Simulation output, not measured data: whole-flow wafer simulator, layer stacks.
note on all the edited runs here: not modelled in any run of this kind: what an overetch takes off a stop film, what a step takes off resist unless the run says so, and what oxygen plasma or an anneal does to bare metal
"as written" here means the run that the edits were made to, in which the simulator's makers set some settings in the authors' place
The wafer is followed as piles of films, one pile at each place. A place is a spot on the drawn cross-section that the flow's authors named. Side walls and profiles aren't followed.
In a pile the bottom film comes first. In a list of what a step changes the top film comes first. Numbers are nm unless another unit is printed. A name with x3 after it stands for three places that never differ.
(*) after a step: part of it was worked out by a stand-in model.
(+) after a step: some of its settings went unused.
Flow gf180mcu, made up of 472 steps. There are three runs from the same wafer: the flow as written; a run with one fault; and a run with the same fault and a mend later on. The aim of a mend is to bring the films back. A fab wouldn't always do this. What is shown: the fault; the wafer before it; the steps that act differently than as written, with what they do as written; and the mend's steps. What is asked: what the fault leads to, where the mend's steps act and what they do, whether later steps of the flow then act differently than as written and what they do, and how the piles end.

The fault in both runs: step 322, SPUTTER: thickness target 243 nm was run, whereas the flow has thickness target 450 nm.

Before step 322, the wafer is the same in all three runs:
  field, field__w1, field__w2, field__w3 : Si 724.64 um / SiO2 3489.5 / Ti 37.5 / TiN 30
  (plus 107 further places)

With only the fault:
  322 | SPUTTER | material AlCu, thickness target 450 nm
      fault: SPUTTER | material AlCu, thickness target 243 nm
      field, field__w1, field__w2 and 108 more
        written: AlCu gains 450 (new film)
        fault: AlCu gains 243 (new film)
  Later steps of the flow acting differently than as written:
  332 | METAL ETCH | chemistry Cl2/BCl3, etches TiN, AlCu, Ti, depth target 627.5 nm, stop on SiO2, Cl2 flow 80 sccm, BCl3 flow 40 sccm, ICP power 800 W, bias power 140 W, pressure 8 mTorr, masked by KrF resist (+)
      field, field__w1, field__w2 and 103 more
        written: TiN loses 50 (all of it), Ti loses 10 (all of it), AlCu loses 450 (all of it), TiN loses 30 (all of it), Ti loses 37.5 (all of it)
        fault: TiN loses 50 (all of it), Ti loses 10 (all of it), AlCu loses 243 (all of it), TiN loses 30 (all of it), Ti loses 37.5 (all of it)
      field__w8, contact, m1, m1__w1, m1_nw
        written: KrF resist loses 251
        fault: KrF resist loses 222.3
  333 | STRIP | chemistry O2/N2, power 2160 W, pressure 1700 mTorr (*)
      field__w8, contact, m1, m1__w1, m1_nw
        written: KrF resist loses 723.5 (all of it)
        fault: KrF resist loses 752.2 (all of it)
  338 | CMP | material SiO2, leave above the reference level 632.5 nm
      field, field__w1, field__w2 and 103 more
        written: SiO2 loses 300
        fault: SiO2 loses 507
  By the end, the piles at field, field__w1, field__w2 and 109 more depart from the flow's by more than 2% or 0.5 nm, whichever is larger.
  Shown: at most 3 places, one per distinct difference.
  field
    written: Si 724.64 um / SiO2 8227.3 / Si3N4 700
    fault: Si 724.64 um / SiO2 8020.3 / Si3N4 700
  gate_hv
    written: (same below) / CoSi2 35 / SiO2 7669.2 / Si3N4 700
    fault: (same below) / CoSi2 35 / SiO2 7462.2 / Si3N4 700
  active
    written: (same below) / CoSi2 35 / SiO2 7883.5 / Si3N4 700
    fault: (same below) / CoSi2 35 / SiO2 7676.5 / Si3N4 700

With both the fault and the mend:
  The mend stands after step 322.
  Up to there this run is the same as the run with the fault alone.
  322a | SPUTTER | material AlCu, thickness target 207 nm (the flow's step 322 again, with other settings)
      field, field__w1, field__w2 and 108 more
        AlCu gains 207
  Later steps of the flow that are run all act as written at every place that is followed.
  The piles end the same as the flow's at every place that both follow.
